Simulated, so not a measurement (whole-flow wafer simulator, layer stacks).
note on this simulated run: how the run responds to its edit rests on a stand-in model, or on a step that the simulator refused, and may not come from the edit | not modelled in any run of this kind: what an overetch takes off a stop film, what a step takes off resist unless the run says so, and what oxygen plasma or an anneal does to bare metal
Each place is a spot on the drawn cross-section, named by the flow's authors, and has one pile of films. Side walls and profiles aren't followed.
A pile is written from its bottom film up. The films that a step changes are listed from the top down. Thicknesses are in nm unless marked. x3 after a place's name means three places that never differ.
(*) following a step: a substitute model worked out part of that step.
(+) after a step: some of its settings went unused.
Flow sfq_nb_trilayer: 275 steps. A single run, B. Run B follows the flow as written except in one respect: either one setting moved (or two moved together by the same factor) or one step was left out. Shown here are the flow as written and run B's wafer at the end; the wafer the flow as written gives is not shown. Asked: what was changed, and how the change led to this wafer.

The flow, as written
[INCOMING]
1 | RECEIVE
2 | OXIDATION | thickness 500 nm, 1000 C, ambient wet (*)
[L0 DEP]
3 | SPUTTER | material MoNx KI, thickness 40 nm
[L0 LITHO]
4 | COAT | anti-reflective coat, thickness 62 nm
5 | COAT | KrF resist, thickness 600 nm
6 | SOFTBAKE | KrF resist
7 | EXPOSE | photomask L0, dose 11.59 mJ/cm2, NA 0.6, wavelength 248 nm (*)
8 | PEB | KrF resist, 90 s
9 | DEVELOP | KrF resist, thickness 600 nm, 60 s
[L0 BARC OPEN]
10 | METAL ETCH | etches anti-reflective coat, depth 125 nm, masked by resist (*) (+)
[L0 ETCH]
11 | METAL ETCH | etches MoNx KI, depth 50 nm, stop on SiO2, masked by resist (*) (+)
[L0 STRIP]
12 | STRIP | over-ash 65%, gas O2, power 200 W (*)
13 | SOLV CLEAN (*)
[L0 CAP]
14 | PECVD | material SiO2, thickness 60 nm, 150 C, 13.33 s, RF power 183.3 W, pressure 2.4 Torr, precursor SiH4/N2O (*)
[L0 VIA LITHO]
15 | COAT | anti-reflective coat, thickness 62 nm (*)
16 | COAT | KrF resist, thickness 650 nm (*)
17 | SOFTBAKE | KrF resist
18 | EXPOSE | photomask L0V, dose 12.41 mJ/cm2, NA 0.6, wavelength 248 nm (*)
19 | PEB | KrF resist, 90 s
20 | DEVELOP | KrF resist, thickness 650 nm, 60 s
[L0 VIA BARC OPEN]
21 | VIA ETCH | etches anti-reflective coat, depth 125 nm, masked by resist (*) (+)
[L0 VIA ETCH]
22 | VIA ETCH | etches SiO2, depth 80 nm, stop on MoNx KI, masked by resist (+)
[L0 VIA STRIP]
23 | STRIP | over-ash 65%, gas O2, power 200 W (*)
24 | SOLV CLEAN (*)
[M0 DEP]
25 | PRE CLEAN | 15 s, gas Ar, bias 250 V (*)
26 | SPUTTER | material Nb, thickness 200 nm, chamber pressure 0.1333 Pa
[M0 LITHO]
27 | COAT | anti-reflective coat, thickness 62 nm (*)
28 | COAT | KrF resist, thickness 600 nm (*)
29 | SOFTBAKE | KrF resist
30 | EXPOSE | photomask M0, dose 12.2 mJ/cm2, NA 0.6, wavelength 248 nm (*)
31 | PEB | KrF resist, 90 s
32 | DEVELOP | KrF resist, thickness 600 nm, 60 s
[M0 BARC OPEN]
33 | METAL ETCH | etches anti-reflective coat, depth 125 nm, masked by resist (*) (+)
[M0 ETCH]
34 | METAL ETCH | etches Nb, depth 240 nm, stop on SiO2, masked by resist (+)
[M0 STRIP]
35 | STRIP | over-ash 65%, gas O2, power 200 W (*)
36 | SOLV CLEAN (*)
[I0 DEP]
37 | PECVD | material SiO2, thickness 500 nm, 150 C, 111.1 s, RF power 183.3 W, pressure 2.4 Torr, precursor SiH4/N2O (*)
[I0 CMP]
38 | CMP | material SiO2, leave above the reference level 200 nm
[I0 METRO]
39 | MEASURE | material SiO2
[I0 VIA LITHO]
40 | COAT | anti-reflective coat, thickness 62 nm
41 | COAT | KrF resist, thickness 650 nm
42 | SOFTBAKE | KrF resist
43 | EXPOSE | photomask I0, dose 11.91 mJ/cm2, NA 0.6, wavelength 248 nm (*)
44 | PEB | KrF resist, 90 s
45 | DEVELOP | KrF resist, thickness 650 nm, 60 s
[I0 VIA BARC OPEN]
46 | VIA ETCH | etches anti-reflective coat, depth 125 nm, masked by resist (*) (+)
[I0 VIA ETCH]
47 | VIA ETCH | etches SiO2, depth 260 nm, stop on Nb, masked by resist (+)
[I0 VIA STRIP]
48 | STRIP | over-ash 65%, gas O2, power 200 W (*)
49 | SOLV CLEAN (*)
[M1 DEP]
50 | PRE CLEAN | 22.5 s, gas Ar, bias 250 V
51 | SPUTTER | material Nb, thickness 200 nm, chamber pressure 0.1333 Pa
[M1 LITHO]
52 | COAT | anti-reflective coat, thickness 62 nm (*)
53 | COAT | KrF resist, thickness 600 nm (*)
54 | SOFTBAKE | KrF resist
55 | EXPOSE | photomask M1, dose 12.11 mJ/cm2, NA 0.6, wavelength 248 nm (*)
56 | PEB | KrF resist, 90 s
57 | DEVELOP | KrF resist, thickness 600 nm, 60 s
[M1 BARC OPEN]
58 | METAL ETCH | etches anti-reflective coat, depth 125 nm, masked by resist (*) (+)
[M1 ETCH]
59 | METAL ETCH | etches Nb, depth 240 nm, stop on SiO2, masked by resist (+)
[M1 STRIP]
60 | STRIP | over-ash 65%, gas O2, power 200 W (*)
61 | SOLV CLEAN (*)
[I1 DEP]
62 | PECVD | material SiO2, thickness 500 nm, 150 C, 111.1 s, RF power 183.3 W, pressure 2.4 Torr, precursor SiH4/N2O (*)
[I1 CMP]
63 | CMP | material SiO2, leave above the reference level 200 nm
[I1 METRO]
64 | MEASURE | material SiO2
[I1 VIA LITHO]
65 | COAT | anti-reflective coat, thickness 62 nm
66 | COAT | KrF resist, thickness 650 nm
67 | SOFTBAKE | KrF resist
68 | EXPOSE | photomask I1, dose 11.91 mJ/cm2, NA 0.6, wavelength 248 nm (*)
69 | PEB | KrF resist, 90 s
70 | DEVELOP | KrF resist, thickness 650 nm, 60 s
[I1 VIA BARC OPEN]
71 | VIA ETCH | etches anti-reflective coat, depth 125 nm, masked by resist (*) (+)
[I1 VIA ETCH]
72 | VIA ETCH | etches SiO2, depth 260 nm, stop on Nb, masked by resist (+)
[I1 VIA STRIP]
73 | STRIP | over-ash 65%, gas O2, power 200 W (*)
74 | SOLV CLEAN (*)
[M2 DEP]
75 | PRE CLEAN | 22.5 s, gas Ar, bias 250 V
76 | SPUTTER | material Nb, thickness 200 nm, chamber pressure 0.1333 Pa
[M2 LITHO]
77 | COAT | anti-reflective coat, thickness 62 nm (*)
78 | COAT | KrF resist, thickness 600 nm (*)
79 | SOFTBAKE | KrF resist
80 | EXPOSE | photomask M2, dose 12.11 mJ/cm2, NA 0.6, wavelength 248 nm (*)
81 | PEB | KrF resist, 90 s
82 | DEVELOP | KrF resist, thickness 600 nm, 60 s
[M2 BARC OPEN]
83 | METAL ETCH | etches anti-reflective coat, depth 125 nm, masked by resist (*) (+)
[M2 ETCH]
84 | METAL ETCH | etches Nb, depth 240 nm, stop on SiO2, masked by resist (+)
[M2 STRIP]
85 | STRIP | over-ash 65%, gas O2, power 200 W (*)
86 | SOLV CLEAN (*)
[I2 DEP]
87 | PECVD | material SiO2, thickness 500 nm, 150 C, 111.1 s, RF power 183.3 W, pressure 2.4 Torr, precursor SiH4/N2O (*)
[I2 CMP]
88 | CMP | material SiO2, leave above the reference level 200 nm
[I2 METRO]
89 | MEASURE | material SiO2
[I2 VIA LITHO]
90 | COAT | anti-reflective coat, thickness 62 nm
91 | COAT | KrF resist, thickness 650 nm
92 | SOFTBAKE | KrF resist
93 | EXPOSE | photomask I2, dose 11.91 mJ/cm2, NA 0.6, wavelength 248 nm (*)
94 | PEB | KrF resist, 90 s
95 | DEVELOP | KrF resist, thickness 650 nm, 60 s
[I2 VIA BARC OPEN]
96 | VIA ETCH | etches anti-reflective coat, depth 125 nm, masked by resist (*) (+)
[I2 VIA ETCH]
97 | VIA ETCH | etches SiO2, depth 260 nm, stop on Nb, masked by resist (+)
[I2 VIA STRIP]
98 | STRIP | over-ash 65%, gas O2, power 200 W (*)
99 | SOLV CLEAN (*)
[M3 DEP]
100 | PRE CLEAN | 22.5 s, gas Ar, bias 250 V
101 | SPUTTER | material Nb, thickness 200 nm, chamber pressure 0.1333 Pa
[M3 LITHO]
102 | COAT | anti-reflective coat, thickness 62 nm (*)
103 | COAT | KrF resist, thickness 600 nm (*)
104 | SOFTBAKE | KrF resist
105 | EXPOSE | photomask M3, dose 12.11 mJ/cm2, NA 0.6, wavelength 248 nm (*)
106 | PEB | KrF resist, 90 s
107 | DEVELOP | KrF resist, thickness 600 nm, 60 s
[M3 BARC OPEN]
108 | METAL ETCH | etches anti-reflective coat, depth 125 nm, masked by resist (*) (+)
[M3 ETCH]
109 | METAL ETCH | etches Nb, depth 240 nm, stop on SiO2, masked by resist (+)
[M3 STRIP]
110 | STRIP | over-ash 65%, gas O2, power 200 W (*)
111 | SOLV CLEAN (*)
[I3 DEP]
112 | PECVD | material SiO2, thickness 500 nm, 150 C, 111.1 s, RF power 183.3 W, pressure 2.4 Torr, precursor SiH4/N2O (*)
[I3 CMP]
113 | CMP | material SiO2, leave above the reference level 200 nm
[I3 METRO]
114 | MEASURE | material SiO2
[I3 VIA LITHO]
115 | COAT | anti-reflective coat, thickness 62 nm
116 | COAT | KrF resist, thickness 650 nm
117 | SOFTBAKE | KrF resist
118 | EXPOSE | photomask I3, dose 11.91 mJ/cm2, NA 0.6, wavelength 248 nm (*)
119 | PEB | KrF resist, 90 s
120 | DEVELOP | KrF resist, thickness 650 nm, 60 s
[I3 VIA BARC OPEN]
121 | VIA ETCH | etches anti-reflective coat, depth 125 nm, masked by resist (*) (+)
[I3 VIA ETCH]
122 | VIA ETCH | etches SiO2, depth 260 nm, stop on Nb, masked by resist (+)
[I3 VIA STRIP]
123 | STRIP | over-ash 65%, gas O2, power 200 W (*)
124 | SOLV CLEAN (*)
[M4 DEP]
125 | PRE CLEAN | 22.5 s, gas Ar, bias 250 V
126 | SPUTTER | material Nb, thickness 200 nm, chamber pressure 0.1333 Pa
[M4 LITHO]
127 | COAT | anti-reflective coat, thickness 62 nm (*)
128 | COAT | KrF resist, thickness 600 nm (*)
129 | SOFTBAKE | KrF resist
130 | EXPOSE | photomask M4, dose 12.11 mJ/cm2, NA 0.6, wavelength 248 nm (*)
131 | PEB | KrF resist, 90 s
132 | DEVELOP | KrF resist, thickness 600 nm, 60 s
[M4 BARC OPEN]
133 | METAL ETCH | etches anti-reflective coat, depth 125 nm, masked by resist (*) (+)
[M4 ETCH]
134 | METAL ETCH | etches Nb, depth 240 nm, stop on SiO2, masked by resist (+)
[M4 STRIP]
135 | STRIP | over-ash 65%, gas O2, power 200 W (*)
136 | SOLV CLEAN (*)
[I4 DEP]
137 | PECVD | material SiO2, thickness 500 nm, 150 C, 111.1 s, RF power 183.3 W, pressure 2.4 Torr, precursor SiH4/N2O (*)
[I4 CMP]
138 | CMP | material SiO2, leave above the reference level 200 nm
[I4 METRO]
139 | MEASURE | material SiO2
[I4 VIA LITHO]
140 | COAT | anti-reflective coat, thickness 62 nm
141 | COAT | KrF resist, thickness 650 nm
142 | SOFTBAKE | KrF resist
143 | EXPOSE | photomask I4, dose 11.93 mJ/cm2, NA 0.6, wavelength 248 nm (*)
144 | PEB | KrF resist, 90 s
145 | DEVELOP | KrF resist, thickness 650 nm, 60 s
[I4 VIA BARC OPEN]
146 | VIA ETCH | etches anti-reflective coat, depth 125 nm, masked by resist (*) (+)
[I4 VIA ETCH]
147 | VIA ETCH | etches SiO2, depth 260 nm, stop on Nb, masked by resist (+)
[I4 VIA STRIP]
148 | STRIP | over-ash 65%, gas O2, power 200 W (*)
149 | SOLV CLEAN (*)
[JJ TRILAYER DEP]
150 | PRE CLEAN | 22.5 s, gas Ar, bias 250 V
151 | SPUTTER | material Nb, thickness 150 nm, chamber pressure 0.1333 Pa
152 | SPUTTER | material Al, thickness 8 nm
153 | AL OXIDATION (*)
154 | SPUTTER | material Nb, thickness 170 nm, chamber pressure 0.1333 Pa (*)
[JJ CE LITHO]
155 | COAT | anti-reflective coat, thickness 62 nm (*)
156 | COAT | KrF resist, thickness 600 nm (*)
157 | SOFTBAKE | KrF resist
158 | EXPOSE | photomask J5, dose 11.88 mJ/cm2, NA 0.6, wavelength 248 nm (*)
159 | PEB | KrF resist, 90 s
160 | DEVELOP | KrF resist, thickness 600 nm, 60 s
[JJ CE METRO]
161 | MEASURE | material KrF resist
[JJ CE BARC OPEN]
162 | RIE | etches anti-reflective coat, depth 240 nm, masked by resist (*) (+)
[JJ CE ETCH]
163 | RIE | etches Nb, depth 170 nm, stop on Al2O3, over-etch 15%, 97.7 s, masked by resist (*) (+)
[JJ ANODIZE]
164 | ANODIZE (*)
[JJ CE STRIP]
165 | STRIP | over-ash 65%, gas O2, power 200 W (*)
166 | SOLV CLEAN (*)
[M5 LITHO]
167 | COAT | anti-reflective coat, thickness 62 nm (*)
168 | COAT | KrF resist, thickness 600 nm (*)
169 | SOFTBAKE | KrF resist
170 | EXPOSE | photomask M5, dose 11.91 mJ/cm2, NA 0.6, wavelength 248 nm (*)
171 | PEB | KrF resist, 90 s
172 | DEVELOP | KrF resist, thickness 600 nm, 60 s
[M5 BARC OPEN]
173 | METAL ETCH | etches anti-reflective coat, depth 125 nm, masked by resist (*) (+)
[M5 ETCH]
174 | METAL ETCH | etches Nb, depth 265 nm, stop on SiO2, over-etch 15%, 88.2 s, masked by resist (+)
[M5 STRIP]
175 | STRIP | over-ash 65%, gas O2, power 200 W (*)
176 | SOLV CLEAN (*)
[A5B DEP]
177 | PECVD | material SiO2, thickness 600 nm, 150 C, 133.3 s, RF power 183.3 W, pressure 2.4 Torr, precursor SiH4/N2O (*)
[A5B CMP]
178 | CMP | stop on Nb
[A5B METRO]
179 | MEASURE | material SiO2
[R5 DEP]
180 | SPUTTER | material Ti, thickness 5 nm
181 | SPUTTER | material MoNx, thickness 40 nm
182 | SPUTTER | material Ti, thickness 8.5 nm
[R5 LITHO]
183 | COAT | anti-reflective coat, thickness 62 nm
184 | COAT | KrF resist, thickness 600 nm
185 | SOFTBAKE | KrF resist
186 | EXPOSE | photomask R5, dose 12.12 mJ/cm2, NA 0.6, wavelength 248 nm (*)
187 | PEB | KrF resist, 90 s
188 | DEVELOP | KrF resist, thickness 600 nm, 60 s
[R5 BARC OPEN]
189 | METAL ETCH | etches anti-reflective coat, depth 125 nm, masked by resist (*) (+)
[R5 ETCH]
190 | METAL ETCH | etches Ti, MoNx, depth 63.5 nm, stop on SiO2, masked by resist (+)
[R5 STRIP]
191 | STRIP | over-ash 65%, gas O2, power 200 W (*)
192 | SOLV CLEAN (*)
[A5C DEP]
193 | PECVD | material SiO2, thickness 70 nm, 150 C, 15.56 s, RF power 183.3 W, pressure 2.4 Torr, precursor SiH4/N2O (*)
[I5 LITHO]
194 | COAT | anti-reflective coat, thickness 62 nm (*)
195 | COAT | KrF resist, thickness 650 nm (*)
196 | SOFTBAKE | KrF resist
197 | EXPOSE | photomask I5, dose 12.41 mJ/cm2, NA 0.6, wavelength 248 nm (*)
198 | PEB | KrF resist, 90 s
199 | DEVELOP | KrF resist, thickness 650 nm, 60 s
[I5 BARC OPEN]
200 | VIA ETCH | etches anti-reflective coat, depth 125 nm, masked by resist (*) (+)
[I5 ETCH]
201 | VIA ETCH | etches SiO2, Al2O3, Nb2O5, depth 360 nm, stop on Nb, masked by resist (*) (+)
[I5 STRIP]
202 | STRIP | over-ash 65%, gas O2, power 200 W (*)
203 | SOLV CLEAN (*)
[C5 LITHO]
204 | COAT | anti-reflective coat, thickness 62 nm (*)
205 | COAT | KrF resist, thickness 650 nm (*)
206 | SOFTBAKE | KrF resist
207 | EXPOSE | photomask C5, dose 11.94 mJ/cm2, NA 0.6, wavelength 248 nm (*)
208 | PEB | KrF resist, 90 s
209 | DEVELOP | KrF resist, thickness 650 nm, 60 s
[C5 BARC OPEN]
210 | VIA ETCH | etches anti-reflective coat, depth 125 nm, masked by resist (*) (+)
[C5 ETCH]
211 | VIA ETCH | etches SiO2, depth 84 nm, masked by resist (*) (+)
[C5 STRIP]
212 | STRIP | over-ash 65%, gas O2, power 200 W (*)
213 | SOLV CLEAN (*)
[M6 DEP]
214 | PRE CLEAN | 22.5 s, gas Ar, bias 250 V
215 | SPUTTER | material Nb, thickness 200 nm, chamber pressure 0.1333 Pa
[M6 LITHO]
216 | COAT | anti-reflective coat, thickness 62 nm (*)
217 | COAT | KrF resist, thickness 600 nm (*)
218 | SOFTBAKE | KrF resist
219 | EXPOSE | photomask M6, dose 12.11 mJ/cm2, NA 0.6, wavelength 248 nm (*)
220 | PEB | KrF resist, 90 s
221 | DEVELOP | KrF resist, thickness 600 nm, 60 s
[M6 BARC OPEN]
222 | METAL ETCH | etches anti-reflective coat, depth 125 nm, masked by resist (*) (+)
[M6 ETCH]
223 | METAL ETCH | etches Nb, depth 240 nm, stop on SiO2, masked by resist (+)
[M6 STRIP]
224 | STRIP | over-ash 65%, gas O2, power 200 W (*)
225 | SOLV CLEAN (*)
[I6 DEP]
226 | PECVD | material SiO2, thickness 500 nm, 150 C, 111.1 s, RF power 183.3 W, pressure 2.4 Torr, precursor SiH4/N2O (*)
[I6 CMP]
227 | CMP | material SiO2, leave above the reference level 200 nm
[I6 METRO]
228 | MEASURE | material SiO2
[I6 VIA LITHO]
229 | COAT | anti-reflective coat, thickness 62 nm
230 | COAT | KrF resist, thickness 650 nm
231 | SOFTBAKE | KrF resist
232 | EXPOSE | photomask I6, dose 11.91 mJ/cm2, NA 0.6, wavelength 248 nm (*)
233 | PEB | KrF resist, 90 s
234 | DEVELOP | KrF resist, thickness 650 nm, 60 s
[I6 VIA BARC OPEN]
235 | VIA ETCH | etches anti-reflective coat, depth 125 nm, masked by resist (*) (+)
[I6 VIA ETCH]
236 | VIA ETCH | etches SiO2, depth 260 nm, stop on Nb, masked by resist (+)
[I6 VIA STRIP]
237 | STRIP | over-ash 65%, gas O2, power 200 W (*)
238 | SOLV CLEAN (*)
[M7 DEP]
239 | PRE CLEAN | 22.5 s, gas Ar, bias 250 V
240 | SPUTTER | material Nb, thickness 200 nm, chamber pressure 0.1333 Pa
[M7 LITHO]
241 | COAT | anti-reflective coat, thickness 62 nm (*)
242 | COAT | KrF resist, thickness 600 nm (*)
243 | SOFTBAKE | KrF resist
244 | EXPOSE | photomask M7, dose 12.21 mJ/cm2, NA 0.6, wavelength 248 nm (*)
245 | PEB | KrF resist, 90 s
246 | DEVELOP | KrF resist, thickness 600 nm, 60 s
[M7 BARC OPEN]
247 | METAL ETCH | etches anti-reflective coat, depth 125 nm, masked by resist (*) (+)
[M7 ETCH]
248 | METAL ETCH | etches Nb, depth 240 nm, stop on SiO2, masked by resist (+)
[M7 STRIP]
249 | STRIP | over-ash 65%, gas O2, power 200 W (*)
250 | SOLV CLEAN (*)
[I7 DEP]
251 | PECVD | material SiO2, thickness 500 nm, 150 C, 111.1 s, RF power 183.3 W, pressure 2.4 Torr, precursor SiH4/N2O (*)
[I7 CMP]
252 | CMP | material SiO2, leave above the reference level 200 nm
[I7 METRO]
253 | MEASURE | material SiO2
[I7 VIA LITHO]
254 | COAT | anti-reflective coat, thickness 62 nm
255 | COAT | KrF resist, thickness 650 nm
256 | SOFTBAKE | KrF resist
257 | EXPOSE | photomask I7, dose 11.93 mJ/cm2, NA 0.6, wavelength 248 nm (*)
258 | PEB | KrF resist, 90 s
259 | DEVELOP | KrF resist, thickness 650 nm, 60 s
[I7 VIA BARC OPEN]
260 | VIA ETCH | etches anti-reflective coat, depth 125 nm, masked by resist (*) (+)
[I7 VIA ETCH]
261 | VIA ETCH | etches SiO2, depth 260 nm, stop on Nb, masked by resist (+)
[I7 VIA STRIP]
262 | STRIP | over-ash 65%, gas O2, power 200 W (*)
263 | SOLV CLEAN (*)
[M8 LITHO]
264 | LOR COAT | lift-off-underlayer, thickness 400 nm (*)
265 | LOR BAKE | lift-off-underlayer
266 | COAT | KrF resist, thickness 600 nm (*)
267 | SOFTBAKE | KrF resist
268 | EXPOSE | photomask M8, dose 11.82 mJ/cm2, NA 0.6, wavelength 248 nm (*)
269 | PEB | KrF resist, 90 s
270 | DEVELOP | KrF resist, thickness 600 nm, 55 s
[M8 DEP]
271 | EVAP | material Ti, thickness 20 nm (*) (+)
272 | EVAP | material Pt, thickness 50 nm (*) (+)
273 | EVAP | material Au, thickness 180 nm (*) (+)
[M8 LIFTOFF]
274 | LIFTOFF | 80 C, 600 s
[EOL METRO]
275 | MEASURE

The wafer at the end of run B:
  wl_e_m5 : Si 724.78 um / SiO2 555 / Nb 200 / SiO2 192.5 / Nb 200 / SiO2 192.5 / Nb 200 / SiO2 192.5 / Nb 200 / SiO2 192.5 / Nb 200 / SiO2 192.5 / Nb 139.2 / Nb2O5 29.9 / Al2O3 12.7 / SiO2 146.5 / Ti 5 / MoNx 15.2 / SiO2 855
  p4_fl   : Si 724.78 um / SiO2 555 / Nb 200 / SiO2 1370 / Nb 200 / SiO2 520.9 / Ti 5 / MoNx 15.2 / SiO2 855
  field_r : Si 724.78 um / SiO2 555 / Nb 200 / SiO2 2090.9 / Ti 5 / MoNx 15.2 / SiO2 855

Cause: step 190, METAL ETCH: depth 33.3 nm was run, whereas the flow has depth 63.5 nm.

The path from the change to this, step by step:
  190 | METAL ETCH | etches Ti, MoNx, depth 63.5 nm, stop on SiO2, masked by resist (+)
      field_l, v_sur, via_wl and 92 more: Ti loses 8.5 (all of it), MoNx loses 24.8 (it would be, as written: Ti loses 8.5 (all of it), MoNx loses 40 (all of it), Ti loses 5 (all of it))
      ce_l, c5j, ce_r, wl_jj: Ti loses 8.5 (all of it), MoNx loses 24.8 (it would be, as written: Ti loses 8.5 (all of it), MoNx loses 40 (all of it), Ti loses 5 (all of it), Nb loses 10)
      (also at 7 further places)
  191 | STRIP | over-ash 65%, gas O2, power 200 W (*)
      be_r, r_sur, res, r_end, r5r_line_l, r5r_line_c, r5r_line_r: KrF resist loses 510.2 (all of it), anti-reflective coat loses 62 (all of it) (it would be, as written: KrF resist loses 498.2 (all of it), anti-reflective coat loses 62 (all of it))
  193 | PECVD | material SiO2, thickness 70 nm, 150 C, 15.56 s, RF power 183.3 W, pressure 2.4 Torr, precursor SiH4/N2O (*)
      field_l, v_sur, via_wl and 92 more: SiO2 gains 70 (new film) (it would be, as written: SiO2 gains 70)
  194 | COAT | anti-reflective coat, thickness 62 nm (*)
      wl_j_sl, wl_j_sr: anti-reflective coat gains 62 (new film) (it would be, as written: anti-reflective coat gains 60.2 (new film))
      r5r_spacepad_l, r5r_spacepad_r: anti-reflective coat gains 75.7 (new film) (it would be, as written: anti-reflective coat gains 84.4 (new film))
      (also at 15 further places)
  201 | VIA ETCH | etches SiO2, Al2O3, Nb2O5, depth 360 nm, stop on Nb, masked by resist (*) (+)
      be: SiO2 loses 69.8 (all of it), MoNx loses 15.2 (all of it), Ti loses 5 (all of it), SiO2 loses 146.5 (all of it), Al2O3 loses 12.7 (all of it), Nb2O5 loses 29.9 (all of it) (it would be, as written: SiO2 loses 216.4 (all of it), Al2O3 loses 12.7 (all of it), Nb2O5 loses 29.9 (all of it))
  202 | STRIP | over-ash 65%, gas O2, power 200 W (*)
      wl_j_sl, wl_j_sr: KrF resist loses 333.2 (all of it), anti-reflective coat loses 62 (all of it) (it would be, as written: KrF resist loses 333.3 (all of it), anti-reflective coat loses 60.2 (all of it))
      jj_sur: KrF resist loses 335.6 (all of it), anti-reflective coat loses 62.5 (all of it) (it would be, as written: KrF resist loses 337.2 (all of it), anti-reflective coat loses 60.8 (all of it))
      (also at 16 further places)
  204 | COAT | anti-reflective coat, thickness 62 nm (*)
      wl_j_sl, wl_j_sr: anti-reflective coat gains 62 (new film) (it would be, as written: anti-reflective coat gains 60.2 (new film))
      r5r_spacepad_l, r5r_spacepad_r: anti-reflective coat gains 75.7 (new film) (it would be, as written: anti-reflective coat gains 84.4 (new film))
      (also at 17 further places)
  210 | VIA ETCH | etches anti-reflective coat, depth 125 nm, masked by resist (*) (+)
      field_l, v_sur, via_wl and 101 more: KrF resist loses 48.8 (it would be, as written: KrF resist loses 47.4)
      c5j: anti-reflective coat loses 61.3 (all of it), SiO2 loses 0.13 (it would be, as written: anti-reflective coat loses 63.9 (all of it), SiO2 loses 0.11)
      (also at 1 further place)
  211 | VIA ETCH | etches SiO2, depth 84 nm, masked by resist (*) (+)
      c5j: SiO2 loses 69.9 (all of it) (it would be, as written: SiO2 loses 69.9 (all of it), Nb loses 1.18)
  212 | STRIP | over-ash 65%, gas O2, power 200 W (*)
      wl_j_sl, wl_j_sr: KrF resist loses 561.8 (all of it), anti-reflective coat loses 62 (all of it) (it would be, as written: KrF resist loses 563.4 (all of it), anti-reflective coat loses 60.2 (all of it))
      r5r_spacepad_l, r5r_spacepad_r: KrF resist loses 563.3 (all of it), anti-reflective coat loses 75.7 (all of it) (it would be, as written: KrF resist loses 565.8 (all of it), anti-reflective coat loses 84.4 (all of it))
      (also at 15 further places)
  214 | PRE CLEAN | 22.5 s, gas Ar, bias 250 V
      c5j: MoNx loses 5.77 (it would be, as written: Nb loses 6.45)
  215 | SPUTTER | material Nb, thickness 200 nm, chamber pressure 0.1333 Pa
      c5j: Nb gains 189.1 (new film) (it would be, as written: Nb gains 188.4)
      be: Nb gains 142.8 (it would be, as written: Nb gains 147.3)
  216 | COAT | anti-reflective coat, thickness 62 nm (*)
      wl_j_sl, wl_j_sr: anti-reflective coat gains 62 (new film) (it would be, as written: anti-reflective coat gains 60.2 (new film))
      r5r_line_l, r5r_line_c: anti-reflective coat gains 53.5 (new film) (it would be, as written: anti-reflective coat gains 50 (new film))
      (also at 17 further places)
  217 | COAT | KrF resist, thickness 600 nm (*)
      be: KrF resist gains 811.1 (new film) (it would be, as written: KrF resist gains 793.9 (new film))
  222 | METAL ETCH | etches anti-reflective coat, depth 125 nm, masked by resist (*) (+)
      r5r_line_l, r5r_line_c: anti-reflective coat loses 53.5 (all of it) (it would be, as written: anti-reflective coat loses 50 (all of it))
      r5r_spacepad_l, r5r_spacepad_r: anti-reflective coat loses 76.1 (all of it) (it would be, as written: anti-reflective coat loses 85.7 (all of it))
      (also at 3 further places)
  224 | STRIP | over-ash 65%, gas O2, power 200 W (*)
      wl_j_sl, wl_j_sr: KrF resist loses 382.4 (all of it), anti-reflective coat loses 62 (all of it) (it would be, as written: KrF resist loses 382.5 (all of it), anti-reflective coat loses 60.2 (all of it))
      wire: KrF resist loses 368.2 (all of it), anti-reflective coat loses 47.3 (all of it) (it would be, as written: KrF resist loses 369.8 (all of it), anti-reflective coat loses 48.3 (all of it))
      (also at 11 further places)
  ... and 1 more step ...
  227 | CMP | material SiO2, leave above the reference level 200 nm
      ce_l, ce_r, wl_jj: SiO2 loses 300 (it would be, as written: SiO2 loses 290)
      be_r, r_sur, r_end: SiO2 loses 333.3 (it would be, as written: SiO2 loses 353.5)
      (also at 7 further places)
With metal films that touch counted as one body, wl_e_m5 has 7 bodies (between them, from the top down: SiO2 146.5 / Al2O3 12.7 / Nb2O5 29.9; SiO2 192.5; SiO2 192.5; SiO2 192.5; SiO2 192.5; SiO2 192.5); the flow as written gives 6 bodies (between them, from the top down: SiO2 192.5; SiO2 192.5; SiO2 192.5; SiO2 192.5; SiO2 192.5).
With metal films that touch counted as one body, p4_fl has 3 bodies (between them, from the top down: SiO2 520.9; SiO2 1370); the flow as written gives 2 bodies (between them, from the top down: SiO2 1370).
With metal films that touch counted as one body, field_r has 2 bodies (between them, from the top down: SiO2 2090.9); the flow as written gives 1 body.
